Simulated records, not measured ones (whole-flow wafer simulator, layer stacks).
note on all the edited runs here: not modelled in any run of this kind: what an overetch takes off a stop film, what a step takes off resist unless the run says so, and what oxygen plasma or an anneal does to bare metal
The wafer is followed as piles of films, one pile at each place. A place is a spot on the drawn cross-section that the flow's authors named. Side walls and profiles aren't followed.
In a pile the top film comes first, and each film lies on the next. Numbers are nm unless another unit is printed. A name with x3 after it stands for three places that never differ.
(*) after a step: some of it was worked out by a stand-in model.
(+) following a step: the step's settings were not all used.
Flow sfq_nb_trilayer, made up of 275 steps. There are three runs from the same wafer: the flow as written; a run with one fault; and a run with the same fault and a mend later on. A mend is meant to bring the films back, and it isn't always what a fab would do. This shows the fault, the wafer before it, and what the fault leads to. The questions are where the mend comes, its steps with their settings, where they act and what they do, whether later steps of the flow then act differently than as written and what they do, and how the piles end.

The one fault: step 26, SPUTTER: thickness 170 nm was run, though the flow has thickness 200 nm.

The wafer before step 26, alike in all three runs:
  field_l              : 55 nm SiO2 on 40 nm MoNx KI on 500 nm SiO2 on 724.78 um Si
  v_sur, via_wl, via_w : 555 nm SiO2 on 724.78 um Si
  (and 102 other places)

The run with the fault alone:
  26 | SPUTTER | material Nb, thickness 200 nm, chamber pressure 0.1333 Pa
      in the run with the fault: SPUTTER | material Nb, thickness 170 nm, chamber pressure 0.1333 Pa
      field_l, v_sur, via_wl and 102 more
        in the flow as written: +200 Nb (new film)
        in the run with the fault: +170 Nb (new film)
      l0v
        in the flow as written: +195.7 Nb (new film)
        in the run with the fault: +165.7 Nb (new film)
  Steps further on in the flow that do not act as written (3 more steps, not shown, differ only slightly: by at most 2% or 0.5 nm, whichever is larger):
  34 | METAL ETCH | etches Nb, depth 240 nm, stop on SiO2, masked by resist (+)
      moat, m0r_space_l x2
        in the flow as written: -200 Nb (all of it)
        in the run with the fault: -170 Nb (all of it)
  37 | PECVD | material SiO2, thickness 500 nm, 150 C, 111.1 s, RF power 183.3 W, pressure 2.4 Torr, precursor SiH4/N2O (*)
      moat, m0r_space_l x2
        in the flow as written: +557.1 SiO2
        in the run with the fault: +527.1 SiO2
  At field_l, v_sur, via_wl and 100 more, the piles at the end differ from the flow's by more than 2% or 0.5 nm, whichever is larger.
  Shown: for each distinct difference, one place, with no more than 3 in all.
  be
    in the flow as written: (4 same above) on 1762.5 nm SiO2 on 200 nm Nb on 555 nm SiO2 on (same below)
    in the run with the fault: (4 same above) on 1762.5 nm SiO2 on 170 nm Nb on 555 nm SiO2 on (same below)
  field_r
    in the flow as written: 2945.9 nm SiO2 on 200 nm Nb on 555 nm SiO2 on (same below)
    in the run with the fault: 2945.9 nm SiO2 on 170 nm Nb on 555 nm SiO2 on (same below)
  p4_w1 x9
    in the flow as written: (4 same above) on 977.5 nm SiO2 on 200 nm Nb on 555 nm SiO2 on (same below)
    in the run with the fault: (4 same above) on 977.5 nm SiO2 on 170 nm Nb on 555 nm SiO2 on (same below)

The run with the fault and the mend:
  The mend stands after step 32.
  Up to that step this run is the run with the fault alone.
  32a | STRIP | over-ash 65%, gas O2, power 200 W (*)
      p4_fl x3, p4_w1 x9, p4_g1 x2 and 57 more
        -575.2 KrF resist (all of it), -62 anti-reflective coat (all of it)
      jj_sur, ce_l, c5j and 6 more
        -581.9 KrF resist (all of it), -63.6 anti-reflective coat (all of it)
      l0r_line_l, l0r_line_c, l0r_line_r
        -571.4 KrF resist (all of it), -59 anti-reflective coat (all of it)
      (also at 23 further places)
  32b | SPUTTER | material Nb, thickness 30 nm, chamber pressure 0.1333 Pa (the flow's step 26 again, with other settings)
      field_l, via_wl, via_w and 100 more
        +30 Nb
      v_sur
        +29 Nb
      lsp_r
        +29.5 Nb
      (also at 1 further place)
  32c | COAT | anti-reflective coat, thickness 62 nm (*) (the flow's step 27 again)
      p4_fl x3, p4_w1 x9, p4_g1 x2 and 59 more
        +62 anti-reflective coat (new film)
      gap, jj_sur, ce_l and 8 more
        +63.6 anti-reflective coat (new film)
      via_v, wire, ln_m5, lsp_m, ln_m6
        +63.8 anti-reflective coat (new film)
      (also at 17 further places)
  32d | COAT | KrF resist, thickness 600 nm (*) (the flow's step 28 again)
      p4_fl x3, p4_w1 x9, p4_g1 x2 and 59 more
        +600 KrF resist (new film)
      jj_sur, ce_l, c5j, res, r_end
        +606.7 KrF resist (new film)
      ce_r, sp_r, be_r, r_sur
        +606.6 KrF resist (new film)
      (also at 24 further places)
  32e | SOFTBAKE | KrF resist (the flow's step 29 again)
      alters no film at any place that is followed
  32f | EXPOSE | photomask M0, dose 12.2 mJ/cm2, NA 0.6, wavelength 248 nm (*) (the flow's step 30 again)
      alters no film at any place that is followed
  32g | PEB | KrF resist, 90 s (the flow's step 31 again)
      p4_fl x3, p4_w1 x9, p4_g1 x2 and 62 more
        -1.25 KrF resist
      v_sur, via_wr, via_sp and 21 more
        -1.27 KrF resist
      field_l, l0_sur
        -1.23 KrF resist
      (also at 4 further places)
  32h | DEVELOP | KrF resist, thickness 600 nm, 60 s (the flow's step 32 again)
      field_l, v_sur, via_wl and 100 more
        -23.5 KrF resist
      m0r_space_l x2
        -598.7 KrF resist (all of it)
      moat
        -605.5 KrF resist (all of it)
  Every later step of the flow that is run acts as written, at every place that is followed, to within 2% or 0.5 nm, whichever is larger.
  The piles end only slightly different from the flow's at the places that both follow, by no more than 2% or 0.5 nm, whichever is larger.
